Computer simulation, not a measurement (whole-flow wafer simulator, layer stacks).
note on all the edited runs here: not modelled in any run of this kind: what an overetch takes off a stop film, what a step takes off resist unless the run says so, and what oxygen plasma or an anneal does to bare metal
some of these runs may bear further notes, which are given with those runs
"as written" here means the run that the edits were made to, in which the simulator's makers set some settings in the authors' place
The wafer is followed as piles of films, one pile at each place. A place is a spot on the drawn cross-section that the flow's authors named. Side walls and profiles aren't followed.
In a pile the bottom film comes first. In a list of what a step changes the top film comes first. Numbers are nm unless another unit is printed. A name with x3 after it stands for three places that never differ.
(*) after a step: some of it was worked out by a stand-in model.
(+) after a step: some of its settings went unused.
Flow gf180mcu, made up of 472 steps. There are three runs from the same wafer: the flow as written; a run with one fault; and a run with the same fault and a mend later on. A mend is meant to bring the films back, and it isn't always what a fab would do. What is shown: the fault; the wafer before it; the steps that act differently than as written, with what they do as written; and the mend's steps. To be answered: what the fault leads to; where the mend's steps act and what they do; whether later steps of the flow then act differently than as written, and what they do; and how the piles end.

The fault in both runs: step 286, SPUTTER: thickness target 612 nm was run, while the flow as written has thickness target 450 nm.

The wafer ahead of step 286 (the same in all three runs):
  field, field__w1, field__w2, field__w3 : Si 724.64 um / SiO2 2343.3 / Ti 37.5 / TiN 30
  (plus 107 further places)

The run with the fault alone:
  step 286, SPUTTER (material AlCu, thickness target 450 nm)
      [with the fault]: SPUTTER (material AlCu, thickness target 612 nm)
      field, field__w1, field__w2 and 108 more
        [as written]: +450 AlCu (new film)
        [with the fault]: +612 AlCu (new film)
  Steps later in the flow that act otherwise than as written:
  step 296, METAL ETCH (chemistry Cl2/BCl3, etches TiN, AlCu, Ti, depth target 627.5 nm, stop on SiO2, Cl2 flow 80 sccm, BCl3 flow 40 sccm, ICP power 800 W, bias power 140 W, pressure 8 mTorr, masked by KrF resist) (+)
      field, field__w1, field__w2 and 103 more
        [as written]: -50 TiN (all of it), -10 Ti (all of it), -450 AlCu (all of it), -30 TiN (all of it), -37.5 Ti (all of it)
        [with the fault]: -50 TiN (all of it), -10 Ti (all of it), -567.5 AlCu
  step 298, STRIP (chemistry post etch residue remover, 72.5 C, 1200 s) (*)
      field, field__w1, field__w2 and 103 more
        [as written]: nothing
        [with the fault]: -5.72 AlCu
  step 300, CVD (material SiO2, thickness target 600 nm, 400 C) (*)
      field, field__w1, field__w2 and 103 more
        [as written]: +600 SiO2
        [with the fault]: +600 SiO2 (new film)
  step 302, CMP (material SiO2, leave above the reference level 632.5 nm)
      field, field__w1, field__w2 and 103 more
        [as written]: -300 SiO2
        [with the fault]: -244.3 SiO2
  The piles end different from the flow's at field, field__w1, field__w2 and 109 more by more than 2% or 0.5 nm, whichever is larger.
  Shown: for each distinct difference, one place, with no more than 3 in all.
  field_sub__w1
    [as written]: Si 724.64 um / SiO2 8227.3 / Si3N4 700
    [with the fault]: Si 724.64 um / SiO2 2343.2 / Ti 37.5 / TiN 30 / AlCu 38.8 / SiO2 5939.7 / Si3N4 700
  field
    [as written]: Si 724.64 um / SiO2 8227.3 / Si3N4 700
    [with the fault]: Si 724.64 um / SiO2 2343.3 / Ti 37.5 / TiN 30 / AlCu 38.8 / SiO2 5939.7 / Si3N4 700
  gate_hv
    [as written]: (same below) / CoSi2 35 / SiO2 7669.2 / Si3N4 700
    [with the fault]: (same below) / CoSi2 35 / SiO2 1785.1 / Ti 37.5 / TiN 30 / AlCu 38.8 / SiO2 5939.7 / Si3N4 700

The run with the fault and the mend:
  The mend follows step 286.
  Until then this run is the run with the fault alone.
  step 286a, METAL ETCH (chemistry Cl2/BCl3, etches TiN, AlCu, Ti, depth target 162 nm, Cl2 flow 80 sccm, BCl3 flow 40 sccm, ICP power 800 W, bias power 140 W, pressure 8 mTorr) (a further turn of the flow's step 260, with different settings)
      field, field__w1, field__w2 and 108 more
        -162 AlCu
  Later steps of the flow that are run all act as written at every place that is followed.
  At every place that both follow, the piles at the end match the flow's.
